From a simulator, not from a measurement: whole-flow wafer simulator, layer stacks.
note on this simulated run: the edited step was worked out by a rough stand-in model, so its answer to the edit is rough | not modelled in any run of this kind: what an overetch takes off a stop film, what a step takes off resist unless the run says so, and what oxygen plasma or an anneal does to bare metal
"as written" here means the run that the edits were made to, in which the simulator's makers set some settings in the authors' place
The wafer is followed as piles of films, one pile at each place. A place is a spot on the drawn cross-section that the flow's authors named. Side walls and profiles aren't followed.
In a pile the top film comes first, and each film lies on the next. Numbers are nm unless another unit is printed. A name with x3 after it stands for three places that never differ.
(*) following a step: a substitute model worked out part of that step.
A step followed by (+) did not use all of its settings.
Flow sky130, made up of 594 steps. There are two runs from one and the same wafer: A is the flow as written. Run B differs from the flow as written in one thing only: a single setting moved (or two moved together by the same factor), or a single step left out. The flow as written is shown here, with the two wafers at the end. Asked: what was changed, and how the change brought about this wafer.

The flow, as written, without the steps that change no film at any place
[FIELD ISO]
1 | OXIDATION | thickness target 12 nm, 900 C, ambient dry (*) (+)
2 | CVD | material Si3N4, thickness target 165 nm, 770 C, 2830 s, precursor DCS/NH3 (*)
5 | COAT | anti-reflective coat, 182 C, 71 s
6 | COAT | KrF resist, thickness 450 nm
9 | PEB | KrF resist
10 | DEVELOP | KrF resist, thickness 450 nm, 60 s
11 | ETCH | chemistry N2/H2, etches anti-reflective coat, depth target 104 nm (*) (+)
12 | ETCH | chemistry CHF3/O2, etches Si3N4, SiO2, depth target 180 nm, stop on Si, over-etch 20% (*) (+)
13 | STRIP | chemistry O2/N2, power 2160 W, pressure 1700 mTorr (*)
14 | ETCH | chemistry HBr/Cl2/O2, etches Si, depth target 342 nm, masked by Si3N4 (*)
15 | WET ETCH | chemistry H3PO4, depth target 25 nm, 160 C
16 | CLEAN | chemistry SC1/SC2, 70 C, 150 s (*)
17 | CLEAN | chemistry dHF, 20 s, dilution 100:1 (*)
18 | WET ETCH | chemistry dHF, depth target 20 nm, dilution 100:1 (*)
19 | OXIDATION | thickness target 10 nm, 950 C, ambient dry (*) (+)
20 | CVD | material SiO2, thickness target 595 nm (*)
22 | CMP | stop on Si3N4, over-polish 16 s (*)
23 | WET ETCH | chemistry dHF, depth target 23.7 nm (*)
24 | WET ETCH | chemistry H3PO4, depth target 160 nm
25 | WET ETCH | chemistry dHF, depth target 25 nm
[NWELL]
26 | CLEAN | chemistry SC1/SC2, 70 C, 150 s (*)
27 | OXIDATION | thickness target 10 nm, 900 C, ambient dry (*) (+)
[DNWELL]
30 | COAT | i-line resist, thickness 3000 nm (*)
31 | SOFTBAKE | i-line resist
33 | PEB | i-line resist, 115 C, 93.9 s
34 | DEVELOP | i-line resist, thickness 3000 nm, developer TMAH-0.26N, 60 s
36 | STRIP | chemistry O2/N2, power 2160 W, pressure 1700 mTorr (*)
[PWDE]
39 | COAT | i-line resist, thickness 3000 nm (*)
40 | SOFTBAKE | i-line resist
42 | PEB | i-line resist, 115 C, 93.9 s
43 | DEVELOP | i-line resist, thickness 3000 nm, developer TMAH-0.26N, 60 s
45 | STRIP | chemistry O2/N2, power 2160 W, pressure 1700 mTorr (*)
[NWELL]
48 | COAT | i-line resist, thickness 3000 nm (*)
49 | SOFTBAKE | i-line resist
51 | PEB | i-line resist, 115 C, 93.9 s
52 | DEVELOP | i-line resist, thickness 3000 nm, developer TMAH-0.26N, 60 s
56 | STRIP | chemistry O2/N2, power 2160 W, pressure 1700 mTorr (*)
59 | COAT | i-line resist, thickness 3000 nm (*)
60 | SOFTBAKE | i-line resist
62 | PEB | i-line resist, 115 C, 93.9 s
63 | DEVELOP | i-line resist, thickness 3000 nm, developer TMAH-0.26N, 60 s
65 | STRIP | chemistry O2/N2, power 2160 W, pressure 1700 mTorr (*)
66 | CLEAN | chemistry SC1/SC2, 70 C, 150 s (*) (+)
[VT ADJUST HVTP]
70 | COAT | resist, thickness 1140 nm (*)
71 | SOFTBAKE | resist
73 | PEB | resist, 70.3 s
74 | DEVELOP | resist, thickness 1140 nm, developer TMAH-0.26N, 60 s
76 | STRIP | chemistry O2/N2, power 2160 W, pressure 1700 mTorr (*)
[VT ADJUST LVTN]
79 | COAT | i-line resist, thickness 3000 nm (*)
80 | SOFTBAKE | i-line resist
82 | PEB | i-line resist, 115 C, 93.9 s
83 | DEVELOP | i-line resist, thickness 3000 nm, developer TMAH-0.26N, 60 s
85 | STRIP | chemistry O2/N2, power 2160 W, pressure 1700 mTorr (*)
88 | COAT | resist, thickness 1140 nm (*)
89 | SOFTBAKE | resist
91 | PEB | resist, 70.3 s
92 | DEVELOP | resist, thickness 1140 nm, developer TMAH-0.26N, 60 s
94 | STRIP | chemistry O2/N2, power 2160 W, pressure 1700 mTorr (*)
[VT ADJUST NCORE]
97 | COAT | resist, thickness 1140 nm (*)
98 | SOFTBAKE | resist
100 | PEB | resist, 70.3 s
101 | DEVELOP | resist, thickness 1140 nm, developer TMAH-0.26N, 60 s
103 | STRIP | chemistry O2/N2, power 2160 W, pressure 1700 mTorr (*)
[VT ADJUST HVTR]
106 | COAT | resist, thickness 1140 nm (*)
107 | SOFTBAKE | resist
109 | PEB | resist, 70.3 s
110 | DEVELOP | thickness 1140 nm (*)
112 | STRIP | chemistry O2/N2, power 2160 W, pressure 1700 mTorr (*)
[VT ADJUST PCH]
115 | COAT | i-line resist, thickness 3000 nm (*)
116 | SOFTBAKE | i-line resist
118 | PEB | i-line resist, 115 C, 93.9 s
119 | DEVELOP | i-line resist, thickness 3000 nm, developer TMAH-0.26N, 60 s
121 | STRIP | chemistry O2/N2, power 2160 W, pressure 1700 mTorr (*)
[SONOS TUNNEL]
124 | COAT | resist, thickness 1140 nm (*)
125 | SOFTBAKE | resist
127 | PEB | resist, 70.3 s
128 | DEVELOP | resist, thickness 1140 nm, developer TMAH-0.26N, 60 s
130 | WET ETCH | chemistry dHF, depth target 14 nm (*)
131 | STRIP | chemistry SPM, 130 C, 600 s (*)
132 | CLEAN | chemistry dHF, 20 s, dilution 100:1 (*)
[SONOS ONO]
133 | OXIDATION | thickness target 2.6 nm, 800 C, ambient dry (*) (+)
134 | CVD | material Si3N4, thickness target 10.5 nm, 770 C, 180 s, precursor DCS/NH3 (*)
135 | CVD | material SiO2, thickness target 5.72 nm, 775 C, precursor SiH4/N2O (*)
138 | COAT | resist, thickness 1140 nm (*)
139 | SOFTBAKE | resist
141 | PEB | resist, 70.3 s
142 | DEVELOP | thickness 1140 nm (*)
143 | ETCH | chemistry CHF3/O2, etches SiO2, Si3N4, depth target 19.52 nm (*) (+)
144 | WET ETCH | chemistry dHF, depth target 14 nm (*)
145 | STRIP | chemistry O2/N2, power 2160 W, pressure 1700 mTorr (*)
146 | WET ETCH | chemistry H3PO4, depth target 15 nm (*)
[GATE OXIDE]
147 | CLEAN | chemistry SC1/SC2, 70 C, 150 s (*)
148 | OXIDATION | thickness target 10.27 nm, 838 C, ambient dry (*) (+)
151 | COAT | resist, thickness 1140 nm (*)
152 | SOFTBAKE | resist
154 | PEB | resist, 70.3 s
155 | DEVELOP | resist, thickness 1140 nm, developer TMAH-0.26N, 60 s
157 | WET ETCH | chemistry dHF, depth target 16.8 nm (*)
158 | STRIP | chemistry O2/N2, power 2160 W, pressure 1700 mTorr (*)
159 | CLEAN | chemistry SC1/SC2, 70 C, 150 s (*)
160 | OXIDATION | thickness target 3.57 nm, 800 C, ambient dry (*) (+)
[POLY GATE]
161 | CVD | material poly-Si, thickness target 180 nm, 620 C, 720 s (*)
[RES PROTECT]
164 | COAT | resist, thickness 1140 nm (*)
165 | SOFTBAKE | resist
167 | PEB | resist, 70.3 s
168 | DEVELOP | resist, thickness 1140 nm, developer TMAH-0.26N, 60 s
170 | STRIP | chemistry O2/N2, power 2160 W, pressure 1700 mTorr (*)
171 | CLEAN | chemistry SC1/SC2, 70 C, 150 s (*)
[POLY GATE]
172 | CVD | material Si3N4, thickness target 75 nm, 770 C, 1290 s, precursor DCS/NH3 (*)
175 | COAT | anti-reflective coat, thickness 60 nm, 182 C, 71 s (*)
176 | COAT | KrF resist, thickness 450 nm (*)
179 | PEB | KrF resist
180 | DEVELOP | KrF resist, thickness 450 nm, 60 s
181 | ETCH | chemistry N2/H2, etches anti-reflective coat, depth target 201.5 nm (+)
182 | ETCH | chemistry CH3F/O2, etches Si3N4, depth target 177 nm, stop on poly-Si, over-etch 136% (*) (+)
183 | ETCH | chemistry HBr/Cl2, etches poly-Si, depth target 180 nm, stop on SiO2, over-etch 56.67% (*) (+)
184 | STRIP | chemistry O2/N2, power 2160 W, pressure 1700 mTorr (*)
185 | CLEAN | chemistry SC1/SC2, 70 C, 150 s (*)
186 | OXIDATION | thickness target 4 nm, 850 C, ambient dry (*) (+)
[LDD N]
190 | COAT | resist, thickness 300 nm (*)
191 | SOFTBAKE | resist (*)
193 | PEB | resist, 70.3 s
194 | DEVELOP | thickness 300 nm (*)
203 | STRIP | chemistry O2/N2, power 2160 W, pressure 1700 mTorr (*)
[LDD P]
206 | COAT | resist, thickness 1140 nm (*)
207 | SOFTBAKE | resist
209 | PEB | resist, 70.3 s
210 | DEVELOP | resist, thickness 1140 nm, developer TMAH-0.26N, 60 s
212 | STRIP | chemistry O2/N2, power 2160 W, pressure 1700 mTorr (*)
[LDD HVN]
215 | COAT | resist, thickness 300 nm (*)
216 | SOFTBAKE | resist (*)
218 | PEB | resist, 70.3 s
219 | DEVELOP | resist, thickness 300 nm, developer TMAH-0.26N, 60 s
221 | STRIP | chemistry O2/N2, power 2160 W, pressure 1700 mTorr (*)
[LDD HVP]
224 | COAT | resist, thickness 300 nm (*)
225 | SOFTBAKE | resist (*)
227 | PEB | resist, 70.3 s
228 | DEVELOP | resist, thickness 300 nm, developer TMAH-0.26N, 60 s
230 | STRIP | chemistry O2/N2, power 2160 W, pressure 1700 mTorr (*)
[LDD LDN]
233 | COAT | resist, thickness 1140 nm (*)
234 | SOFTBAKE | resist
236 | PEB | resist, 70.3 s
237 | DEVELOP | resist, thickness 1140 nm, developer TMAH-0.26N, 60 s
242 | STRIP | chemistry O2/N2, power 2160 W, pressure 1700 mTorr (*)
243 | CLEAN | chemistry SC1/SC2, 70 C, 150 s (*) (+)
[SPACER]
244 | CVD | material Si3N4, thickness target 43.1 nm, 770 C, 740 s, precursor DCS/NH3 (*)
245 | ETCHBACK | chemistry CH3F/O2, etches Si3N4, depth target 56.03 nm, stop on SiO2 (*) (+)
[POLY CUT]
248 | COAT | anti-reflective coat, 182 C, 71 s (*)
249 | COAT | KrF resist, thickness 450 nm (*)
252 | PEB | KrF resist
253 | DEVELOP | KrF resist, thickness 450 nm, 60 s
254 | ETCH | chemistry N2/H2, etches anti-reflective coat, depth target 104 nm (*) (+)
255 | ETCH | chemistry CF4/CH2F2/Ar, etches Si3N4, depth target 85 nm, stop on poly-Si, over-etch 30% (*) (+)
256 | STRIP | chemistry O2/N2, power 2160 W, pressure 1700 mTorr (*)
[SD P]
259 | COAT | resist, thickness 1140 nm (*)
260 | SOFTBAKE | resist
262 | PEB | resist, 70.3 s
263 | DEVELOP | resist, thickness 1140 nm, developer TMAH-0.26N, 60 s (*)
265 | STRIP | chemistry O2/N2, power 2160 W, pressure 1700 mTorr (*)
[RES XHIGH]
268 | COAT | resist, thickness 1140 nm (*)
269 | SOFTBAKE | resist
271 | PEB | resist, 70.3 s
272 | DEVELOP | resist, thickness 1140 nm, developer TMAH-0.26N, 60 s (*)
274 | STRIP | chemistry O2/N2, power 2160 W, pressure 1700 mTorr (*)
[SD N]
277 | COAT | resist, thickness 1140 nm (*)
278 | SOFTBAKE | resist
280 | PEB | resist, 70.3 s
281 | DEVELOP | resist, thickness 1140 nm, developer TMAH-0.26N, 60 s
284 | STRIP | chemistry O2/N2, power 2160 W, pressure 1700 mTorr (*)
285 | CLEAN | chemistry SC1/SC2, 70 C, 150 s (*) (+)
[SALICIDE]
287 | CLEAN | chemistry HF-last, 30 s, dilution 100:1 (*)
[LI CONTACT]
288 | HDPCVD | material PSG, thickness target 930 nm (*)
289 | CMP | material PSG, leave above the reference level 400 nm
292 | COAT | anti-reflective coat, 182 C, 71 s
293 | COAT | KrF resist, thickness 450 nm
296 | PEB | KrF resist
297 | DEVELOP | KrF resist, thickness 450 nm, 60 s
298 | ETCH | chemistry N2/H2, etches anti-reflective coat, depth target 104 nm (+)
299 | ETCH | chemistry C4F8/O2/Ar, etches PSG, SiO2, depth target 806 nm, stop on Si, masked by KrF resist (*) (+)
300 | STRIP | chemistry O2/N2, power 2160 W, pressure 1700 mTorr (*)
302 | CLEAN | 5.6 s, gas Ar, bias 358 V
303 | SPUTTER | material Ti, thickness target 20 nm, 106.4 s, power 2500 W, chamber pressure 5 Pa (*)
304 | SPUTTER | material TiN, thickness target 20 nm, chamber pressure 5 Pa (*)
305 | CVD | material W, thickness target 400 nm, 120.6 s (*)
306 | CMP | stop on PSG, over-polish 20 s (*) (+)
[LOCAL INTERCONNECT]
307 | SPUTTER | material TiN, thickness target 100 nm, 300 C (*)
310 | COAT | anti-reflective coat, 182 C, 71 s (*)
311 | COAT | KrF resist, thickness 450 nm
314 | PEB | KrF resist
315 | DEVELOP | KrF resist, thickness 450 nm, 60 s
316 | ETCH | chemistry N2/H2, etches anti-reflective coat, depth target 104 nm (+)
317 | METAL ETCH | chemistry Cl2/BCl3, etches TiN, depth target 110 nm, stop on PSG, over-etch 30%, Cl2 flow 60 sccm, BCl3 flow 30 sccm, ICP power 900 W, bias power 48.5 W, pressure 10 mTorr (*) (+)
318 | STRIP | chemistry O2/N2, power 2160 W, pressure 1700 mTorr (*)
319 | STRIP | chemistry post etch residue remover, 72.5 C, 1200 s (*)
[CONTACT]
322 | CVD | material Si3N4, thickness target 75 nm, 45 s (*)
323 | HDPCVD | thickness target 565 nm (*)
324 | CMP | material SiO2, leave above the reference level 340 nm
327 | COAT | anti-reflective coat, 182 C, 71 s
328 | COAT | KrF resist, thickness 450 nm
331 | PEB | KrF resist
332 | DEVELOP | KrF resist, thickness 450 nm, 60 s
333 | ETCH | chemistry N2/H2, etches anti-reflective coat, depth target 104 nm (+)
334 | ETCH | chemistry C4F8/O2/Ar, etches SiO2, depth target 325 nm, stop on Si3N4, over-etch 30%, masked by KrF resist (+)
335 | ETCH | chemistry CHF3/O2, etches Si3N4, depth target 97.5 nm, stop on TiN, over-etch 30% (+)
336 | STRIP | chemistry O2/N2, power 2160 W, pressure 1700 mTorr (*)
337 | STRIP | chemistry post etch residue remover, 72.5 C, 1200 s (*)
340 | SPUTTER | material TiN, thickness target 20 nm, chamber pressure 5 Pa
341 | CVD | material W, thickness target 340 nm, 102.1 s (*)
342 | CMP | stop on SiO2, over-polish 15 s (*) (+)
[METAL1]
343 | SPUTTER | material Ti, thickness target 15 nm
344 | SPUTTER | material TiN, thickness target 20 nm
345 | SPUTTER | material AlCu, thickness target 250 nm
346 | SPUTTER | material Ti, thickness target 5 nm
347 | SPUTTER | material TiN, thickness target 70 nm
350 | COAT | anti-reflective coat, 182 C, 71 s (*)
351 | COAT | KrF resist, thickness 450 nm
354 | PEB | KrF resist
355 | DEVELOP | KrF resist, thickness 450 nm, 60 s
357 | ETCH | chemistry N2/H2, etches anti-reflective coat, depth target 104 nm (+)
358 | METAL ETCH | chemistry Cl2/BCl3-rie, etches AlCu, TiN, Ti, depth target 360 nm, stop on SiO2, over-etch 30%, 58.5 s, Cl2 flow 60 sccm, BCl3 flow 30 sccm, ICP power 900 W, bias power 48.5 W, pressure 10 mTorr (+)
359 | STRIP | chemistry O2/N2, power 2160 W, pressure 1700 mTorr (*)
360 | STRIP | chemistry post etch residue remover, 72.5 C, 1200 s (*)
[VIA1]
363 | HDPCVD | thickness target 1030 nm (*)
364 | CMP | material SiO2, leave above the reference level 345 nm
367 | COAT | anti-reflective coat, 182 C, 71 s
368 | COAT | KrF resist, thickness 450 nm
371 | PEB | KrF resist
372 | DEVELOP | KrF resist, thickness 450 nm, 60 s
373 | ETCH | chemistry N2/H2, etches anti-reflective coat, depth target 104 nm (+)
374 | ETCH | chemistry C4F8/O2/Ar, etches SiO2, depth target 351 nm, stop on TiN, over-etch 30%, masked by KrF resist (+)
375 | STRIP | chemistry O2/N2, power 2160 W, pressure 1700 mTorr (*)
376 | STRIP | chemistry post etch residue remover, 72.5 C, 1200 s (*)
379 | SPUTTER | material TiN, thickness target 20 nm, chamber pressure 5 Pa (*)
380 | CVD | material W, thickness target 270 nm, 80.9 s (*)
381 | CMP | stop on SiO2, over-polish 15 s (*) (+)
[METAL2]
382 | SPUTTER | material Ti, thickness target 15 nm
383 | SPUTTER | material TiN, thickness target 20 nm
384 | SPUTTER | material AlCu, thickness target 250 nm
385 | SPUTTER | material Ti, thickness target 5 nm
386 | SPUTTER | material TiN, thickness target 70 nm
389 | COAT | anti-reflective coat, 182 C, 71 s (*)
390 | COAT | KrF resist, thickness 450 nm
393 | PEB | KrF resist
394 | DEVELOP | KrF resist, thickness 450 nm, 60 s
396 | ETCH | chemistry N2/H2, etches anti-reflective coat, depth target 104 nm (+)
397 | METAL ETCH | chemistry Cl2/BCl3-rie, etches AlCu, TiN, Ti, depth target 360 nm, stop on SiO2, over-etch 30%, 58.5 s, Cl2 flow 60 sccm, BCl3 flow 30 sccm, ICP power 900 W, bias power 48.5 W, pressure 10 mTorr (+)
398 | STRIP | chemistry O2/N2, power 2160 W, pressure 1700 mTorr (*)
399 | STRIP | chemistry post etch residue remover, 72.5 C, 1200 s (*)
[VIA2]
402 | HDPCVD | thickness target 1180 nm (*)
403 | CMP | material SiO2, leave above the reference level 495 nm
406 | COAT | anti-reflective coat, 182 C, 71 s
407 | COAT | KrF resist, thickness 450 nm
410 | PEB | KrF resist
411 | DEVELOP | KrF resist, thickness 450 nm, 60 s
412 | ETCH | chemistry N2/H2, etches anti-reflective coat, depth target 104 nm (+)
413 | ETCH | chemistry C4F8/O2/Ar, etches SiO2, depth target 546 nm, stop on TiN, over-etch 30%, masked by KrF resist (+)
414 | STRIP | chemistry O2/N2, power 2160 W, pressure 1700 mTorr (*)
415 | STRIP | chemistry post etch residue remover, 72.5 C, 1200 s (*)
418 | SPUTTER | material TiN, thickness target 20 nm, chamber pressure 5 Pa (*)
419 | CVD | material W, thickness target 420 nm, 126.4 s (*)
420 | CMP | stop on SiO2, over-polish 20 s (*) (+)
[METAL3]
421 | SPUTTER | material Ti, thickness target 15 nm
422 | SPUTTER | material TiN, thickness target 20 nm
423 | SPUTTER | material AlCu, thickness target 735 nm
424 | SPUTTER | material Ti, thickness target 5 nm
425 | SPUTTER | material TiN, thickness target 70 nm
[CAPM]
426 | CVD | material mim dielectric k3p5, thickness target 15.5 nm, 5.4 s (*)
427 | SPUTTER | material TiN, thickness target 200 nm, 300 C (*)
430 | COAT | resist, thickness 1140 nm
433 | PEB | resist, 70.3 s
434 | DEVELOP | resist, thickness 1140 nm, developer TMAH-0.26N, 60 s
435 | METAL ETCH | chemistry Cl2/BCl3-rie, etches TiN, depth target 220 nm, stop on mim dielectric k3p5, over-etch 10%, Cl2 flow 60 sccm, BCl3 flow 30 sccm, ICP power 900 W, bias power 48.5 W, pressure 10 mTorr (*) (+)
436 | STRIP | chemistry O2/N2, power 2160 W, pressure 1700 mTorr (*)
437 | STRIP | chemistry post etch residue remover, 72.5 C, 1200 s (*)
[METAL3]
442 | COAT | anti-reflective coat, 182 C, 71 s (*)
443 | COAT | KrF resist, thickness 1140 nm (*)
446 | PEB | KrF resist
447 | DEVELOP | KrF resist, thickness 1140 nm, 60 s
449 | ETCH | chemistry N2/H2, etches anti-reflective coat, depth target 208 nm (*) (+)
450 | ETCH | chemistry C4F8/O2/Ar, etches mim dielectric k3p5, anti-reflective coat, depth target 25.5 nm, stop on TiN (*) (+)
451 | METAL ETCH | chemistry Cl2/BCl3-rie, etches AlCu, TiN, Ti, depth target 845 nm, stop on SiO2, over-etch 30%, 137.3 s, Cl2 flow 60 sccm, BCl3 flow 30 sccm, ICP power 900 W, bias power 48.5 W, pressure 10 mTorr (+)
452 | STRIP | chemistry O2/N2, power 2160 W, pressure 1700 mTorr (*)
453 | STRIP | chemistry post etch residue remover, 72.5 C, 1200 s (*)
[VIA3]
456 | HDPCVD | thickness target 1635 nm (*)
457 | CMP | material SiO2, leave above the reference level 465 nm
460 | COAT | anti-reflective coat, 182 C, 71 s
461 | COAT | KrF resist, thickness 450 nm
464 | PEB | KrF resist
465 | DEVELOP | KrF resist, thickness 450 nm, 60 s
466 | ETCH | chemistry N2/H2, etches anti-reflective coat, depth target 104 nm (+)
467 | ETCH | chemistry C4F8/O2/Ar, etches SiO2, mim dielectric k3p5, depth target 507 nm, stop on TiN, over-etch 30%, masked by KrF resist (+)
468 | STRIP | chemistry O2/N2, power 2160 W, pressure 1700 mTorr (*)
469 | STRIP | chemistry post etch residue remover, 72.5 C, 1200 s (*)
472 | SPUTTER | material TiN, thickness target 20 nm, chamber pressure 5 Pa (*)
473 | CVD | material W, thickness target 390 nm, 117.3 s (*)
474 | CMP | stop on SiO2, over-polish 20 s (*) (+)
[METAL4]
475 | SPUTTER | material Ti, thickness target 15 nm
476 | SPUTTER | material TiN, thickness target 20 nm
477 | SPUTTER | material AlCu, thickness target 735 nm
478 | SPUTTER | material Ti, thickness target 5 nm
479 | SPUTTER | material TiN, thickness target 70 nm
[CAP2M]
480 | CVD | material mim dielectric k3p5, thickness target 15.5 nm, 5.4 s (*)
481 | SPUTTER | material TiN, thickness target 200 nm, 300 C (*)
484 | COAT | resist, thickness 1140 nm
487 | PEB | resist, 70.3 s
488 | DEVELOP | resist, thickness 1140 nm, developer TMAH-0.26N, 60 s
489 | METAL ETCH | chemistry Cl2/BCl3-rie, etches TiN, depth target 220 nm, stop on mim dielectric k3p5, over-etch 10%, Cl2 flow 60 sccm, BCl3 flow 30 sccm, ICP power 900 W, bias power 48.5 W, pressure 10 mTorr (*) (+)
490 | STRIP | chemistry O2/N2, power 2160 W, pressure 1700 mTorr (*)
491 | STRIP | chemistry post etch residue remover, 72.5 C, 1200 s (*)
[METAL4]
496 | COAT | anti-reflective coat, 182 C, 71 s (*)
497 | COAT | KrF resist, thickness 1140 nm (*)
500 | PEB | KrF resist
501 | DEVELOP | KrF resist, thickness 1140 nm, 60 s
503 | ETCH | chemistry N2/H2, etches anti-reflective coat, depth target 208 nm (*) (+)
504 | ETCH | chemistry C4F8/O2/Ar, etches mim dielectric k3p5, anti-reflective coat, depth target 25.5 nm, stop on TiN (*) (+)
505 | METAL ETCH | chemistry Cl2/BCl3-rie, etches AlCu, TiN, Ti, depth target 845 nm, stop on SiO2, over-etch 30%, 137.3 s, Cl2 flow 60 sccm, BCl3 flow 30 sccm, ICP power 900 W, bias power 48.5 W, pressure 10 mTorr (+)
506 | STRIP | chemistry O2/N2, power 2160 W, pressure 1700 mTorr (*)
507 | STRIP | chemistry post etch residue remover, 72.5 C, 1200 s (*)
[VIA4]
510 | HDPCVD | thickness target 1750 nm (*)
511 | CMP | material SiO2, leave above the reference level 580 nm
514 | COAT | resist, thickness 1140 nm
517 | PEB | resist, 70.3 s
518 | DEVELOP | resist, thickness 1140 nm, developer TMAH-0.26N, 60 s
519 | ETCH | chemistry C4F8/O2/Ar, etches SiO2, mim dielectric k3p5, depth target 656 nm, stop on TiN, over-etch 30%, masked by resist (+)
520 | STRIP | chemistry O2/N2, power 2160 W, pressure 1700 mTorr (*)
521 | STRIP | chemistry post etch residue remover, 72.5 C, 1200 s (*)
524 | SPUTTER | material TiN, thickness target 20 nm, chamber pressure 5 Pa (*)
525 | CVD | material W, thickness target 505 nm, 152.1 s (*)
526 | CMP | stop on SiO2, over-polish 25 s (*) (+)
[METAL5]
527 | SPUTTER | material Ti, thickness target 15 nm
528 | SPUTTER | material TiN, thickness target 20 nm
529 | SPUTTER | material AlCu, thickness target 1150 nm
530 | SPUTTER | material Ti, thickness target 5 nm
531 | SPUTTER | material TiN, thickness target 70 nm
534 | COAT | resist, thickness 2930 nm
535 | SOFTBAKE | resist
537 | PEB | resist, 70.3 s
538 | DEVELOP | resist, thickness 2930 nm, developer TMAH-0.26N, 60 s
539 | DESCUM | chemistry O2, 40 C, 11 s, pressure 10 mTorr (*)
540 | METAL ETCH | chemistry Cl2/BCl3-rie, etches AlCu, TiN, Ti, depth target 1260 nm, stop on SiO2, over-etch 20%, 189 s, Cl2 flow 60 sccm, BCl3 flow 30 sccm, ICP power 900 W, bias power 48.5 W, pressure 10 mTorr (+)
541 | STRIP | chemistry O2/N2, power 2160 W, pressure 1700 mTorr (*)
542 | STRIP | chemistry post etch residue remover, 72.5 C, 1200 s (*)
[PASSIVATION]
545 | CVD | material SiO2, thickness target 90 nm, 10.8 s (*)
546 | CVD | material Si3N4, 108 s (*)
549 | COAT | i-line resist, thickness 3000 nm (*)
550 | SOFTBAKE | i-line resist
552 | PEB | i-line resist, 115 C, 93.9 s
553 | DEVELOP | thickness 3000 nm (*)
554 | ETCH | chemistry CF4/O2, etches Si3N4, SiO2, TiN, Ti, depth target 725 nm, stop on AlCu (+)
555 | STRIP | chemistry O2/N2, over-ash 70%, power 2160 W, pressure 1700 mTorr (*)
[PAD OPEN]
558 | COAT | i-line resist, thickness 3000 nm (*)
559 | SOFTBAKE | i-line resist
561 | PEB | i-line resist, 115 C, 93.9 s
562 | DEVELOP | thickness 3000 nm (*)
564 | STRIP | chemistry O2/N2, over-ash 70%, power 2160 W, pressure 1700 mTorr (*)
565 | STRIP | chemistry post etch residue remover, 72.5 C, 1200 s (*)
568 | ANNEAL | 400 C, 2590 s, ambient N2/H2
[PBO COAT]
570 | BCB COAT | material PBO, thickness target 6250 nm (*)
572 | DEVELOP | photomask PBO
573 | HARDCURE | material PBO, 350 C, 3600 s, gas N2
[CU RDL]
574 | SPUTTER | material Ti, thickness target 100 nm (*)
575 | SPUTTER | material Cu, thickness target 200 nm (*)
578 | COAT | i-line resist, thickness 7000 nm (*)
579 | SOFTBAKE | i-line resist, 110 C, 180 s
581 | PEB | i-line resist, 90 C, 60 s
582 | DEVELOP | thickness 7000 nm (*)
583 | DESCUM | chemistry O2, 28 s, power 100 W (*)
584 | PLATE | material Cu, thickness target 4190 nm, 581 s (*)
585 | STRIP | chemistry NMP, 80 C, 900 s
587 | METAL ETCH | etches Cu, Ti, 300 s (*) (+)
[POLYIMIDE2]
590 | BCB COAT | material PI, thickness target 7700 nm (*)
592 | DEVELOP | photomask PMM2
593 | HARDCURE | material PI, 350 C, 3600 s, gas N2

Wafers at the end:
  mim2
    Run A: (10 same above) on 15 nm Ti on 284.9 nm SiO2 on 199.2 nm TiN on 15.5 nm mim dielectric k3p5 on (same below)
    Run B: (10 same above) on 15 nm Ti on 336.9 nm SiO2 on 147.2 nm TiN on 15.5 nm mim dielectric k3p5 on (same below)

The reason: step 481, SPUTTER: thickness target 148 nm was run, whereas the flow has thickness target 200 nm.

Step by step, how the change led to this:
  481 | SPUTTER | material TiN, thickness target 200 nm, 300 C (*)
      field, active, n_well and 189 more: A +200 TiN (new film) | B +148 TiN (new film)
  489 | METAL ETCH | chemistry Cl2/BCl3-rie, etches TiN, depth target 220 nm, stop on mim dielectric k3p5, over-etch 10%, Cl2 flow 60 sccm, BCl3 flow 30 sccm, ICP power 900 W, bias power 48.5 W, pressure 10 mTorr (*) (+)
      field, active, n_well and 188 more: A -200 TiN (all of it) | B -148 TiN (all of it)
      mim2: A -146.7 resist | B -108.5 resist
  490 | STRIP | chemistry O2/N2, power 2160 W, pressure 1700 mTorr (*)
      mim2: A -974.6 resist (all of it) | B -1012.7 resist (all of it)
  496 | COAT | anti-reflective coat, 182 C, 71 s (*)
      iso_guard__w2: A +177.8 anti-reflective coat (new film) | B +143.6 anti-reflective coat (new film)
      mim2: A +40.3 anti-reflective coat (new film) | B +30.5 anti-reflective coat (new film)
  497 | COAT | KrF resist, thickness 1140 nm (*)
      iso_guard__w2: A +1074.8 KrF resist (new film) | B +1097.6 KrF resist (new film)
      mim2: A +1018.9 KrF resist (new film) | B +1066.5 KrF resist (new film)
  506 | STRIP | chemistry O2/N2, power 2160 W, pressure 1700 mTorr (*)
      iso_guard__w2: A -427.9 KrF resist (all of it), -177.8 anti-reflective coat (all of it) | B -450.6 KrF resist (all of it), -143.6 anti-reflective coat (all of it)
      mim2: A -372.1 KrF resist (all of it), -40.3 anti-reflective coat (all of it) | B -419.6 KrF resist (all of it), -30.5 anti-reflective coat (all of it)
  511 | CMP | material SiO2, leave above the reference level 580 nm
      mim2: A -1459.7 SiO2 | B -1407.7 SiO2
